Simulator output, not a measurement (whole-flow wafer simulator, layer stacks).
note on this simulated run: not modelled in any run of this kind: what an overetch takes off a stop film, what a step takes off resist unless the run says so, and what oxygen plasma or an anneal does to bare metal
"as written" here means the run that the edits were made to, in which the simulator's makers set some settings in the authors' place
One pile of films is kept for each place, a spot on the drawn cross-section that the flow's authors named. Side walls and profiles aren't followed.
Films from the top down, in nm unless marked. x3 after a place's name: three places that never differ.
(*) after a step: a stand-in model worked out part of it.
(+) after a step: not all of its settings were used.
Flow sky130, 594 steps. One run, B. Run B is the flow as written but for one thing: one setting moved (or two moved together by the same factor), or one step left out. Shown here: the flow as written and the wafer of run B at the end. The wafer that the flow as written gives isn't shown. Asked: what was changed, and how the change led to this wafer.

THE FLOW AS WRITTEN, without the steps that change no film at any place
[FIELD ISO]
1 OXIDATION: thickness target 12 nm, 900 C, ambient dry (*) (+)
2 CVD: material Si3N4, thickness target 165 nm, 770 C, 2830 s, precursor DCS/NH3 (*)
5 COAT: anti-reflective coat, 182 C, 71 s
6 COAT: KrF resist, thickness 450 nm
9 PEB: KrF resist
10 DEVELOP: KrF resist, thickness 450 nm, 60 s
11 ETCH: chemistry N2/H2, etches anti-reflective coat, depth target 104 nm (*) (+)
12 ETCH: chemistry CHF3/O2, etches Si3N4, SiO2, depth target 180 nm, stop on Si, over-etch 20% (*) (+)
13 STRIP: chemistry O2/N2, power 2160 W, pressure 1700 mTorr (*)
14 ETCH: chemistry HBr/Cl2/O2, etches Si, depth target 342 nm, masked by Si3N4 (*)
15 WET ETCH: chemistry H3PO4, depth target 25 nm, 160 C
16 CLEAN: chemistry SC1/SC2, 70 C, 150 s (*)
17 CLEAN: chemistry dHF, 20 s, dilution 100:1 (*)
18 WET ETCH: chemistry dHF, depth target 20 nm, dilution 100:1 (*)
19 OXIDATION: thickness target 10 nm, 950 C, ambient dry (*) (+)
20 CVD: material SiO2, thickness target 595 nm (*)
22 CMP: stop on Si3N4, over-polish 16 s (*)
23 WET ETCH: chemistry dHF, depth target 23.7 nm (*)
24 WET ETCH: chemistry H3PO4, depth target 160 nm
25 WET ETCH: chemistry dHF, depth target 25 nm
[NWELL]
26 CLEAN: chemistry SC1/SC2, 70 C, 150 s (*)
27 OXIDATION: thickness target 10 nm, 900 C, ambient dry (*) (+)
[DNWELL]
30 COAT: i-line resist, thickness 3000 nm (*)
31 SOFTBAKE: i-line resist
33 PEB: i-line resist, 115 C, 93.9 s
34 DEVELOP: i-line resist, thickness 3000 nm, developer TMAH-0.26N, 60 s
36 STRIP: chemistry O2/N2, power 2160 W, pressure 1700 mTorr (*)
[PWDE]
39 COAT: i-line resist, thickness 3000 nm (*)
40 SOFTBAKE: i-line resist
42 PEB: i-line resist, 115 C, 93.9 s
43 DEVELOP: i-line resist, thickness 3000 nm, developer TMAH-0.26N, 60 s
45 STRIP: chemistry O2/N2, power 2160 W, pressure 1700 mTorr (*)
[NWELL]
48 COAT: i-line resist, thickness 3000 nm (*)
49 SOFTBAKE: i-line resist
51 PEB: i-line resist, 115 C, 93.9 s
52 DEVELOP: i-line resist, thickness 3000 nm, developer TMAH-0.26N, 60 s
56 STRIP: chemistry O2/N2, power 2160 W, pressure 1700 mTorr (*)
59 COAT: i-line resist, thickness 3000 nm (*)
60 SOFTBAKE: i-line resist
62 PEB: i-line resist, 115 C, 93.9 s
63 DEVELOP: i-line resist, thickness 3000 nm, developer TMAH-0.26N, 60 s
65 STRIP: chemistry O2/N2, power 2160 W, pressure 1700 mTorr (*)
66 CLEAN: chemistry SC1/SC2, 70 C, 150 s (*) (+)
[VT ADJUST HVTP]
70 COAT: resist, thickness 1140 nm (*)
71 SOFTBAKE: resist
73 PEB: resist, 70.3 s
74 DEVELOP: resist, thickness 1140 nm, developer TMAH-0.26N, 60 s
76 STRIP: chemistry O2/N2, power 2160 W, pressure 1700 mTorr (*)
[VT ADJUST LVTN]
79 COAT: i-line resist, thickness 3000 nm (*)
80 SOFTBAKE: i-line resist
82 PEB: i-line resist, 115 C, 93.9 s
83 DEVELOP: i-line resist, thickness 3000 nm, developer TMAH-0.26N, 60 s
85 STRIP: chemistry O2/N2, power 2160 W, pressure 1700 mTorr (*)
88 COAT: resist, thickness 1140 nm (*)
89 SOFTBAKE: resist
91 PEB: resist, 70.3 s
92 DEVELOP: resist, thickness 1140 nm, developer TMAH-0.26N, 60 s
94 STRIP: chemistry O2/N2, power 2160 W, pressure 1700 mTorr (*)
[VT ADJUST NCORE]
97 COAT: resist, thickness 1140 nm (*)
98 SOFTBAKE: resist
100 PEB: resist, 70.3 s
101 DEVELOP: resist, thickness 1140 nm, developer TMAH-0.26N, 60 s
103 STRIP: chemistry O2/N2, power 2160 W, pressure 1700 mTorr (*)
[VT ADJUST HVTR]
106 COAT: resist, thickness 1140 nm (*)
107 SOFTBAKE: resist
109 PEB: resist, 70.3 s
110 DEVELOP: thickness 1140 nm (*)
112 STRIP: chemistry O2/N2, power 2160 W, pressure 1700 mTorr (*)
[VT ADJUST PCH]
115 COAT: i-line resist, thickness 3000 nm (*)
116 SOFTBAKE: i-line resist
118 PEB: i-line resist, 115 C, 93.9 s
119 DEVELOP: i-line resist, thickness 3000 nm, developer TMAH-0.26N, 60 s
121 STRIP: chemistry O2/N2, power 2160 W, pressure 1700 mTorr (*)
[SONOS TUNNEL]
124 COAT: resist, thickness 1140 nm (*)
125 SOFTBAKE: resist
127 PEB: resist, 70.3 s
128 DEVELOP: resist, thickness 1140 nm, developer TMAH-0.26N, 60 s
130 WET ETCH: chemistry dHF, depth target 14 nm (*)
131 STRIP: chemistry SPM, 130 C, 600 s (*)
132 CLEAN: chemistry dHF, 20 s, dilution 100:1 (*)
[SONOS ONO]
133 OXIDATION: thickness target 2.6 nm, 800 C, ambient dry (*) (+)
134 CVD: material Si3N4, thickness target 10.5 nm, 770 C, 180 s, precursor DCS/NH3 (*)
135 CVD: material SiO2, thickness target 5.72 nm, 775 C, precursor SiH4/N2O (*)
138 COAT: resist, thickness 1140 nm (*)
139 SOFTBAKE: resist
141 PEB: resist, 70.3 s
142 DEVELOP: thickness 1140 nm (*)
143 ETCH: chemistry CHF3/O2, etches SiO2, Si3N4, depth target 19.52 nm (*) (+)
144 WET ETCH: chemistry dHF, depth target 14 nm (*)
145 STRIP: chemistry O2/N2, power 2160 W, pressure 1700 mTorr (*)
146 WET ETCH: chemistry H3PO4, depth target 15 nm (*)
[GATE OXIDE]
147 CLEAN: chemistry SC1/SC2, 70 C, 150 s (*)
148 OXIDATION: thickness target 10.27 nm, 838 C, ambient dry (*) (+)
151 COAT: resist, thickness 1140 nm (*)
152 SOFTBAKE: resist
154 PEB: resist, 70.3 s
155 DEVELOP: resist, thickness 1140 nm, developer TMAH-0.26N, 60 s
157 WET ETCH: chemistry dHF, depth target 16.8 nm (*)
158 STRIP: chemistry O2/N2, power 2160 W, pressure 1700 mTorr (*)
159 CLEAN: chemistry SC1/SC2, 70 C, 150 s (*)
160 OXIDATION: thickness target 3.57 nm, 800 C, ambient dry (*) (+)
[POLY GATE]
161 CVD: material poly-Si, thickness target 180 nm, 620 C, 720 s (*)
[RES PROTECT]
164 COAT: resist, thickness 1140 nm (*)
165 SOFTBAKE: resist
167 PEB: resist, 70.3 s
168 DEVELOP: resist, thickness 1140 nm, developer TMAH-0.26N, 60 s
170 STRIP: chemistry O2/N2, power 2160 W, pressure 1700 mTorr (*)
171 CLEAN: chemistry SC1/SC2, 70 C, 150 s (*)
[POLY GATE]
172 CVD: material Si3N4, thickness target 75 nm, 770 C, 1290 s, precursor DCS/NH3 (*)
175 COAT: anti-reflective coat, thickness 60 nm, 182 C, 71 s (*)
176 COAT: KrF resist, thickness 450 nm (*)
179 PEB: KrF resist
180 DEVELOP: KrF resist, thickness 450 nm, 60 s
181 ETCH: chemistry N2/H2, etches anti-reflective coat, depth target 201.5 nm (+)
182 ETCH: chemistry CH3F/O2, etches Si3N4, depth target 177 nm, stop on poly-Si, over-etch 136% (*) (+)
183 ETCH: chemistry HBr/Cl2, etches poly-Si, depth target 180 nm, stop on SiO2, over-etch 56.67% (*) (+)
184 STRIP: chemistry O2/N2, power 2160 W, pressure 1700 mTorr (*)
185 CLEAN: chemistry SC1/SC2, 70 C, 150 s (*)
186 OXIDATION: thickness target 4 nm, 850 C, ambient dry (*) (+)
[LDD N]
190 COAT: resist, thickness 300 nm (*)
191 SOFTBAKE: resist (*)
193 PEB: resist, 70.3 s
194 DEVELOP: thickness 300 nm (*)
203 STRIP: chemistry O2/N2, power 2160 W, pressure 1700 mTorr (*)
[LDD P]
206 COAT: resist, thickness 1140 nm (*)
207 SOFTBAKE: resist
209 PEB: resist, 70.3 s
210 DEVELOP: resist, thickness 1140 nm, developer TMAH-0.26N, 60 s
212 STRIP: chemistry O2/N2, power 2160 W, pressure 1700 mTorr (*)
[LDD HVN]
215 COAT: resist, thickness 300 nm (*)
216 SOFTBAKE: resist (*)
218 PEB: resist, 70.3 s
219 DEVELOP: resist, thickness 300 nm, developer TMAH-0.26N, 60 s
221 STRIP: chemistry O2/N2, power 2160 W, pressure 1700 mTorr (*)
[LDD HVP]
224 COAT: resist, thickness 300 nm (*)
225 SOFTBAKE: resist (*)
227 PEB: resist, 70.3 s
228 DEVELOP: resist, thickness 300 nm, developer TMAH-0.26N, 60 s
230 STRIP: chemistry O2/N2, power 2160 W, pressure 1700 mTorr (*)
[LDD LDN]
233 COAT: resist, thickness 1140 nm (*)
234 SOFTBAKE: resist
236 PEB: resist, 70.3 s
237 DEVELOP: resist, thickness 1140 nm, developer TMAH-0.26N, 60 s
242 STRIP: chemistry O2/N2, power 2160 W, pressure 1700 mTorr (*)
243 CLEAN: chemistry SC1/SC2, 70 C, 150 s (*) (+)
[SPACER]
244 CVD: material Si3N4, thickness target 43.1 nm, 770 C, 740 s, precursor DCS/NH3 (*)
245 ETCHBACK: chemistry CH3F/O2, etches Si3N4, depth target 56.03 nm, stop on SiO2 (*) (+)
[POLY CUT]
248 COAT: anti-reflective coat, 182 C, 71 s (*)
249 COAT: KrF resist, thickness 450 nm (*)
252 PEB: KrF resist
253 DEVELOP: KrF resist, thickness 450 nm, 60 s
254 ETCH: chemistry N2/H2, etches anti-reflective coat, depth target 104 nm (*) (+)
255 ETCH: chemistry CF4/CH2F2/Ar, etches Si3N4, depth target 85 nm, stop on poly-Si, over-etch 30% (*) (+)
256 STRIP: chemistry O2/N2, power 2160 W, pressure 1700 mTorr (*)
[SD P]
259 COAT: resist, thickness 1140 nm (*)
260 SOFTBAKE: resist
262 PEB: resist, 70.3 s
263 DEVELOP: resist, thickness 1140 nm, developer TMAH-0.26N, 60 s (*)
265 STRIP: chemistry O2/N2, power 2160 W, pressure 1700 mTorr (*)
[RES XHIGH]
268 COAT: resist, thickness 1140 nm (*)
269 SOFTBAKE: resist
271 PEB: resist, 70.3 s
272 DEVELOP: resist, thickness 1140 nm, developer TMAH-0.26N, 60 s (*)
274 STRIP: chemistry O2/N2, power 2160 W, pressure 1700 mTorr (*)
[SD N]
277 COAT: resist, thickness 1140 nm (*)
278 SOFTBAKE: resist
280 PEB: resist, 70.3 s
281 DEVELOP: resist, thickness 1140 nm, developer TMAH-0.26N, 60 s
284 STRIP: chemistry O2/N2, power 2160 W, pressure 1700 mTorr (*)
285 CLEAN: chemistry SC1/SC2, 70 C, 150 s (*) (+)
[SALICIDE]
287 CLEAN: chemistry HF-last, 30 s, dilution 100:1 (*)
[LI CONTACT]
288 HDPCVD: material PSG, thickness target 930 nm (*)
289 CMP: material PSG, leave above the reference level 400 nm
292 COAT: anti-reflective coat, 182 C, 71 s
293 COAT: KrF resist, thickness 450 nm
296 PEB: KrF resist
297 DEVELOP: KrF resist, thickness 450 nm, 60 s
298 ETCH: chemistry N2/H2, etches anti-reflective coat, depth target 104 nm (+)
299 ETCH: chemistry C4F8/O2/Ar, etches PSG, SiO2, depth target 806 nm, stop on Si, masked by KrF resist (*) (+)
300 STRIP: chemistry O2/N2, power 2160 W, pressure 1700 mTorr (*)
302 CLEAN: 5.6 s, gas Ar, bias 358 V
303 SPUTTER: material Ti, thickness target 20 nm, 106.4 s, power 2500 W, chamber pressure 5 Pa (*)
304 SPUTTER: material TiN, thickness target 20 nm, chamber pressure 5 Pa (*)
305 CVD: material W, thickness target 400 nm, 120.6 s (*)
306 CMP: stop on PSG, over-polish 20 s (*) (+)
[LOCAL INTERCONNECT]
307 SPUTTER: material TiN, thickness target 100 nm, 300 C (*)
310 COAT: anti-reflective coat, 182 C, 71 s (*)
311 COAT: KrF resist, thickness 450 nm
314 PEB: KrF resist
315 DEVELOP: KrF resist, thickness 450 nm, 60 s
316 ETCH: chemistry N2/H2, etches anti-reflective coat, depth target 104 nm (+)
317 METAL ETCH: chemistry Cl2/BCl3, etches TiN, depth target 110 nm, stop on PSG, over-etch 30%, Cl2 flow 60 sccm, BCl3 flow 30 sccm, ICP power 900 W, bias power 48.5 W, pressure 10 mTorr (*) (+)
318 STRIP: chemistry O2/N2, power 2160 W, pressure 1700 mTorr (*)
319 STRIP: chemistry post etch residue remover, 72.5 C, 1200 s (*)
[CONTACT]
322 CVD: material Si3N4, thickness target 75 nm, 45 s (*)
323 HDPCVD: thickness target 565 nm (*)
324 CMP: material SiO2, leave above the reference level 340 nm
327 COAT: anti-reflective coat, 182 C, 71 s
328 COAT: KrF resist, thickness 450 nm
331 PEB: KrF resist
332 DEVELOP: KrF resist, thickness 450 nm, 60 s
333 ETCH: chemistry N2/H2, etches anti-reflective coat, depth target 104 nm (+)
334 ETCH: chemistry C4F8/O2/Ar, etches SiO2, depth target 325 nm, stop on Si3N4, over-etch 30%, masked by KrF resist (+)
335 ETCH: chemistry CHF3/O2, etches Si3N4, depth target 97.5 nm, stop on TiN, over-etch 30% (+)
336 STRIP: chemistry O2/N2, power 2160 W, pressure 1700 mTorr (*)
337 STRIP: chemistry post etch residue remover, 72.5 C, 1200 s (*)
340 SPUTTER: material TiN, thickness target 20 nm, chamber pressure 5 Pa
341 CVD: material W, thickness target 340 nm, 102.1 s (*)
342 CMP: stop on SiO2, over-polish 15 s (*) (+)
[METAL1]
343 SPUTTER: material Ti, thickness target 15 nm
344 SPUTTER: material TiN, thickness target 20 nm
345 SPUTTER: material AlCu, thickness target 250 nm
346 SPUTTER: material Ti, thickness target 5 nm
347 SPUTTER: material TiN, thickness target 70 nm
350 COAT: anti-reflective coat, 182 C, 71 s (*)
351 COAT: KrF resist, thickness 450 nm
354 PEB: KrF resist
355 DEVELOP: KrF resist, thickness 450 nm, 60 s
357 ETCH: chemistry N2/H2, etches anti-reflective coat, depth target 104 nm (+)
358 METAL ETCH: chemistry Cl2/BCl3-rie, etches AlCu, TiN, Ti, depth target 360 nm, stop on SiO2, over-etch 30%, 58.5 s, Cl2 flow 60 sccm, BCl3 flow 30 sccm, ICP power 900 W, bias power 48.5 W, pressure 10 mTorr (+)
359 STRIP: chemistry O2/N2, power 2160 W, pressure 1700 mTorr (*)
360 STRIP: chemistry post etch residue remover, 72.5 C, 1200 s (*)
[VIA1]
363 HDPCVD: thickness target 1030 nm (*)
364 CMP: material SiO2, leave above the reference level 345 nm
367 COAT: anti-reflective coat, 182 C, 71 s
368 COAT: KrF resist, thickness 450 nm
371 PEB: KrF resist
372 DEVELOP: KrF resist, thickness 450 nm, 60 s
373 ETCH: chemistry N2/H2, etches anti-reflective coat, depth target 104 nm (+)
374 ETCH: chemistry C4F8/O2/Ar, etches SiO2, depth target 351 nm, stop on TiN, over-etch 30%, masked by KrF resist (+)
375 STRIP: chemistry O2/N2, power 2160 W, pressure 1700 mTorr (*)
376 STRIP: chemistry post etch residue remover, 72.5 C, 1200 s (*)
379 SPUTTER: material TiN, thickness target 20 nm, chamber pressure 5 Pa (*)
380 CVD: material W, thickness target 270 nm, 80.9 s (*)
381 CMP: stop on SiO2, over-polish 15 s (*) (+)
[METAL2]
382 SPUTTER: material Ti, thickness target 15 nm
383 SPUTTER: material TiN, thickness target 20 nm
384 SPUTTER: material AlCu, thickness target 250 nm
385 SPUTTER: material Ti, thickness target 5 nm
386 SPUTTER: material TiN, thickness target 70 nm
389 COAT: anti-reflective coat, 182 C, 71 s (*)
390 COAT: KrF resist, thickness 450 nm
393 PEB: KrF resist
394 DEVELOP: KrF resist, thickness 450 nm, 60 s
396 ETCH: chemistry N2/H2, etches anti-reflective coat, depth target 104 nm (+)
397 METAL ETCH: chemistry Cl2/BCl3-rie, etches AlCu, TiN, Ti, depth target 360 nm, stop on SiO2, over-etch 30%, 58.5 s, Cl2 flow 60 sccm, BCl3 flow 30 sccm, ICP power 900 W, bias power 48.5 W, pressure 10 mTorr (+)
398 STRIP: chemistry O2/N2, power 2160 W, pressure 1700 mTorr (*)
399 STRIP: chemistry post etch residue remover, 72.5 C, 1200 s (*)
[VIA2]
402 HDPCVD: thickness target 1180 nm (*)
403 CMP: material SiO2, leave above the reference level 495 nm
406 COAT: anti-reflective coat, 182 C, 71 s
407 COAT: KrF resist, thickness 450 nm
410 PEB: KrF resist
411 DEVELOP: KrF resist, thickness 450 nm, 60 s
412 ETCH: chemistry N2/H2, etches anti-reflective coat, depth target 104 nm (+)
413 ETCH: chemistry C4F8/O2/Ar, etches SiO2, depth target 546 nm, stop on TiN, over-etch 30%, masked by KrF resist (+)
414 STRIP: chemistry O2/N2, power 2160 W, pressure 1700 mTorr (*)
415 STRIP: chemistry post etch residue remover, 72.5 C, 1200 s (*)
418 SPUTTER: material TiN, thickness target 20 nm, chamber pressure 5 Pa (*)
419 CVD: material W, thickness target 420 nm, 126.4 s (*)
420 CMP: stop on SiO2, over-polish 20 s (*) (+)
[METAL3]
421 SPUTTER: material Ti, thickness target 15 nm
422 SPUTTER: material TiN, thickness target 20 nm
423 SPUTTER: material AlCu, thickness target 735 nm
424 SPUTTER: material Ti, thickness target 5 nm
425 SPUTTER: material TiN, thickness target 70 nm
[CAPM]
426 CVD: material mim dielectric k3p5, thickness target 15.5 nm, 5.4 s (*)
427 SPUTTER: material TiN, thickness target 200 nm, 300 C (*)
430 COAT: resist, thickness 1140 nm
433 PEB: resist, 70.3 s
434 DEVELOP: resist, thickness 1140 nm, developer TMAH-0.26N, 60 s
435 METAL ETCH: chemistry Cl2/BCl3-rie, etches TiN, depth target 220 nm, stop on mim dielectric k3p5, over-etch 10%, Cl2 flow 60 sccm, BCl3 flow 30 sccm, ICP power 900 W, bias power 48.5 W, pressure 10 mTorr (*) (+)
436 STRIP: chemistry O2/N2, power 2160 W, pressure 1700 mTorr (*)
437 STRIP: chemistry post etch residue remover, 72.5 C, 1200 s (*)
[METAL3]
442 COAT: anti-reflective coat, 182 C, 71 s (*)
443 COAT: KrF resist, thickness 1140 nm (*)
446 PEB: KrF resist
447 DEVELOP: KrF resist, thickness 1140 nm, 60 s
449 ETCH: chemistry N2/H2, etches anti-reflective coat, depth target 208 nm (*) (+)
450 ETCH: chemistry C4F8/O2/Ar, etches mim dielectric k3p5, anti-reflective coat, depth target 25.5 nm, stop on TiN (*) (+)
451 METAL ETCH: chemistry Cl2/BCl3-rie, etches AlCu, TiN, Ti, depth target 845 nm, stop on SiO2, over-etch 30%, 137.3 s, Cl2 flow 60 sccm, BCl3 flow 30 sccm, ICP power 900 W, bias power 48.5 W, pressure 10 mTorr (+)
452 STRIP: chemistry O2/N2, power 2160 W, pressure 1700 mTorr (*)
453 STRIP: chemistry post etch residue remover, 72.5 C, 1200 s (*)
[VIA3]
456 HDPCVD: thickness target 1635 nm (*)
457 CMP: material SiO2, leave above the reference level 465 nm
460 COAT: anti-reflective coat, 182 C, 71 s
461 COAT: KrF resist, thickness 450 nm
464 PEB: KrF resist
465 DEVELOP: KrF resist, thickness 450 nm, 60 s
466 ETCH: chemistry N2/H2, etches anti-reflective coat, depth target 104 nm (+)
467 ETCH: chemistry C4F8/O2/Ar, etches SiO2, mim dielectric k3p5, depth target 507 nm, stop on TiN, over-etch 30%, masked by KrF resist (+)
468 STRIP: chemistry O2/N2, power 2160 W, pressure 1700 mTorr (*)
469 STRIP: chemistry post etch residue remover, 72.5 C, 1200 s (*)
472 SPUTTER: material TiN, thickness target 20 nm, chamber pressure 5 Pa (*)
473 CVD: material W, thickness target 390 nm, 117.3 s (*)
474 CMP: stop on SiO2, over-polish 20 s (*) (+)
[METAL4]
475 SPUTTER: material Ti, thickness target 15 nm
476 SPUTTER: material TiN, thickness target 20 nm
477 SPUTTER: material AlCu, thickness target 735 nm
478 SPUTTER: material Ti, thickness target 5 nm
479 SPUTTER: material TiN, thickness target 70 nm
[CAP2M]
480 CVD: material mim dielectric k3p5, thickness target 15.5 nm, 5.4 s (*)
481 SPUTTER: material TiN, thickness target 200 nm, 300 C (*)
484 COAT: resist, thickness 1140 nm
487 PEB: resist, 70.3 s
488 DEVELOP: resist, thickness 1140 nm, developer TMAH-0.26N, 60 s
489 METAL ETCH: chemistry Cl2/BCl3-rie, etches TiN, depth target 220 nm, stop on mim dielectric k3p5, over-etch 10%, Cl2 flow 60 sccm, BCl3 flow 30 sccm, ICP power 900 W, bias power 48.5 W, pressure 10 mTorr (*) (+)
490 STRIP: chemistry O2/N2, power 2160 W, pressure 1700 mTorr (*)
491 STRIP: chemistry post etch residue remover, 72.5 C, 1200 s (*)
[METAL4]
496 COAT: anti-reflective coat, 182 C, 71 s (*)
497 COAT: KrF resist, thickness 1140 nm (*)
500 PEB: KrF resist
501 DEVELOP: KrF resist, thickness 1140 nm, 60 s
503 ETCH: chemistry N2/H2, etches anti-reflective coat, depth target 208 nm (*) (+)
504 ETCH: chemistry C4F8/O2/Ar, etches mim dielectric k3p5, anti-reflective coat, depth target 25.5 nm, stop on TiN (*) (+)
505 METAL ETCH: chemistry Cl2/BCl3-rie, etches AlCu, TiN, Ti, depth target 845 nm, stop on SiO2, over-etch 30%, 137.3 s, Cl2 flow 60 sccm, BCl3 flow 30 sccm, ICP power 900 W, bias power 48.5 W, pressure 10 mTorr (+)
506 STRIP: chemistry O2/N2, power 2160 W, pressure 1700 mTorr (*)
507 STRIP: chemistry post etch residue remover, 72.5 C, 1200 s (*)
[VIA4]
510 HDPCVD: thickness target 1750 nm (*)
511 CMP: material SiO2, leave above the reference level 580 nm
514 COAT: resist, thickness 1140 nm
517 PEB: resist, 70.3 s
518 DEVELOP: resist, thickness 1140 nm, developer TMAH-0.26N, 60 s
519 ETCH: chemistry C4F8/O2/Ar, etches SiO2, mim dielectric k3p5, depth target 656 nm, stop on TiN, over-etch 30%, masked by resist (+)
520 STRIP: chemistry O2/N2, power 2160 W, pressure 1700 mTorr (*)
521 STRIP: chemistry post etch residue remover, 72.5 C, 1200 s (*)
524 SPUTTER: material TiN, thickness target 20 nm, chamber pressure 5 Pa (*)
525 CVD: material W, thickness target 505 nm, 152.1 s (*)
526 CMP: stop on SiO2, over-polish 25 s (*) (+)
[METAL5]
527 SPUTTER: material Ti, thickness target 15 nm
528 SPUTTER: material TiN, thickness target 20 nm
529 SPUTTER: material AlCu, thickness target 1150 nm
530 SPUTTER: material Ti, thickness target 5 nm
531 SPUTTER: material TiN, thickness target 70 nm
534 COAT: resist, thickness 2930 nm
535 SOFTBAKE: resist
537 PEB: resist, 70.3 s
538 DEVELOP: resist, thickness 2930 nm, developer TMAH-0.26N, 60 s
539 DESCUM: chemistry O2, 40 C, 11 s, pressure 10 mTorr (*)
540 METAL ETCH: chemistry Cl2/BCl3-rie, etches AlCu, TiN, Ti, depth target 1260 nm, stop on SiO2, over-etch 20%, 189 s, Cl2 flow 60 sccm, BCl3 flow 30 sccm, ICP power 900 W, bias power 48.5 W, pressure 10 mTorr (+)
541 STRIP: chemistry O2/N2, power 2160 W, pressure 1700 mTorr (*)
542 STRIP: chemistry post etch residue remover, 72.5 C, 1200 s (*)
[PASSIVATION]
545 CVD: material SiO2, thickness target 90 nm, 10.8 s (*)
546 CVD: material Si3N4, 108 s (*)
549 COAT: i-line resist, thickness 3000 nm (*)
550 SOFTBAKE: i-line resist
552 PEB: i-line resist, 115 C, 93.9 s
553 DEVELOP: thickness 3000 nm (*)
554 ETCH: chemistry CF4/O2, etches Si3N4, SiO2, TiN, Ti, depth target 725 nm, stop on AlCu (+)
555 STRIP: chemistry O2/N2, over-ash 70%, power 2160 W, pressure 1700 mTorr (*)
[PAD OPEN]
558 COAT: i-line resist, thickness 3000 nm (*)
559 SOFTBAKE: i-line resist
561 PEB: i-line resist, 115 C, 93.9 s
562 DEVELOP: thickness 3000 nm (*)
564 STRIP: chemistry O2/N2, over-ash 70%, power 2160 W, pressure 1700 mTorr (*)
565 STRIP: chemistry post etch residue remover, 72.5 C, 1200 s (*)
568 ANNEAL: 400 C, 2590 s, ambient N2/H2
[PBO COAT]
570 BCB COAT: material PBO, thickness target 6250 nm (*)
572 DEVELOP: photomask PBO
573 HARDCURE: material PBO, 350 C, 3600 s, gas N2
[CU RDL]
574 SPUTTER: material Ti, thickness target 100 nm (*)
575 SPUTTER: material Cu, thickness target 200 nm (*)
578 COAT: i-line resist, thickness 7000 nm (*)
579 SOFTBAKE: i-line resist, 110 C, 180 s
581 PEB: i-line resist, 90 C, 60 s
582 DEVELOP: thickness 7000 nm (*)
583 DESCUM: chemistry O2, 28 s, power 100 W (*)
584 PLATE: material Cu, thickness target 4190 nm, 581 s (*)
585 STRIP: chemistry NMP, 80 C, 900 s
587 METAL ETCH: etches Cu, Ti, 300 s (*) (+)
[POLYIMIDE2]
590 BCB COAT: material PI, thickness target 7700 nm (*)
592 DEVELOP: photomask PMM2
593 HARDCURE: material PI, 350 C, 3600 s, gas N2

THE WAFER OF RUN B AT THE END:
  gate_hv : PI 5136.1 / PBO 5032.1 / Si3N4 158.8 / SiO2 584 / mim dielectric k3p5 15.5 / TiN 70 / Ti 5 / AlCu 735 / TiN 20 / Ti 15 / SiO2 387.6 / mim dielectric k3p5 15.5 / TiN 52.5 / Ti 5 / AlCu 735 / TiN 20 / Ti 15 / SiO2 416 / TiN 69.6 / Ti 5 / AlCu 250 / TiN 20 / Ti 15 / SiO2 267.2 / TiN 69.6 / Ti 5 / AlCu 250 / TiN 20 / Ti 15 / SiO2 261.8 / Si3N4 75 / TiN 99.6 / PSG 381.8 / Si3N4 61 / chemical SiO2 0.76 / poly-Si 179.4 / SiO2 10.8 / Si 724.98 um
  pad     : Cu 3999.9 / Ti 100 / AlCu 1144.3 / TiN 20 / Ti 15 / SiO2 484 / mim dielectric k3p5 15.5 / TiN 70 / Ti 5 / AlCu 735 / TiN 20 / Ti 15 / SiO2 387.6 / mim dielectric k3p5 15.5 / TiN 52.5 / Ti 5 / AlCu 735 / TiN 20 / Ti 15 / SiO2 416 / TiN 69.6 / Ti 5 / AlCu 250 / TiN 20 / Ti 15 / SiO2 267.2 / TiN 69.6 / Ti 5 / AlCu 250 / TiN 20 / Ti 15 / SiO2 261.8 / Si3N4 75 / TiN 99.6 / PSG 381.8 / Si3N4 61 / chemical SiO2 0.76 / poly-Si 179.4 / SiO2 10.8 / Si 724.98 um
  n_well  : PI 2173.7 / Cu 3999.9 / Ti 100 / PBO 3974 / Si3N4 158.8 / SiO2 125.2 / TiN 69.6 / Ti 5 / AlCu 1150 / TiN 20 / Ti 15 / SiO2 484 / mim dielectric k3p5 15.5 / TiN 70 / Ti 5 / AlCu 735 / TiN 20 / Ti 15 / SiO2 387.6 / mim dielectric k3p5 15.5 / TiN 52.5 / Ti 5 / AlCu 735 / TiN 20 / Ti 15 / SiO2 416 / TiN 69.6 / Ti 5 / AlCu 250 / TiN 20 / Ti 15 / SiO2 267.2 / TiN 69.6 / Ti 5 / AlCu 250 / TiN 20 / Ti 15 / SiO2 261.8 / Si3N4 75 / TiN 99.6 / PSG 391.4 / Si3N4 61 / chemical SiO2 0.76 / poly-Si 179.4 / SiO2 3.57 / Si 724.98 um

The cause: step 425, SPUTTER: thickness target 52.5 nm was run, where the flow has thickness target 70 nm.
It can be read off the wafer: gate_hv has TiN 52.5, and step 425 as written asks for 70 nm.

How the change led to this, step by step:
  425 SPUTTER: material TiN, thickness target 70 nm
      field, active, n_well and 188 more: TiN +52.5 (new film) (as written it would be: TiN +70 (new film))
  451 METAL ETCH: chemistry Cl2/BCl3-rie, etches AlCu, TiN, Ti, depth target 845 nm, stop on SiO2, over-etch 30%, 137.3 s, Cl2 flow 60 sccm, BCl3 flow 30 sccm, ICP power 900 W, bias power 48.5 W, pressure 10 mTorr (+)
      field, gate, spacer and 68 more: TiN -52.5 (all of it), Ti -5 (all of it), AlCu -735 (all of it), TiN -20 (all of it), Ti -15 (all of it), SiO2 -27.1 (as written it would be: TiN -70 (all of it), Ti -5 (all of it), AlCu -735 (all of it), TiN -20 (all of it), Ti -15 (all of it), SiO2 -25.4)
      active, vpp_ln, vpp_iso2 and 11 more: TiN -52.5 (all of it), Ti -5 (all of it), AlCu -735 (all of it), TiN -20 (all of it), Ti -15 (all of it), SiO2 -27.1 (as written it would be: TiN -70 (all of it), Ti -5 (all of it), AlCu -735 (all of it), TiN -20 (all of it), Ti -15 (all of it), SiO2 -25.3)
  467 ETCH: chemistry C4F8/O2/Ar, etches SiO2, mim dielectric k3p5, depth target 507 nm, stop on TiN, over-etch 30%, masked by KrF resist (+)
      m1: SiO2 -392 (all of it), mim dielectric k3p5 -15.5 (all of it) (as written it would be: SiO2 -374.5 (all of it), mim dielectric k3p5 -15.5 (all of it))
      via3_hole: SiO2 -391.4 (all of it), mim dielectric k3p5 -15.5 (all of it) (as written it would be: SiO2 -373.9 (all of it), mim dielectric k3p5 -15.5 (all of it))
  473 CVD: material W, thickness target 390 nm, 117.3 s (*)
      m1: W +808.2 (new film) (as written it would be: W +790.5 (new film))
      via3_hole: W +807.6 (new film) (as written it would be: W +789.9 (new film))
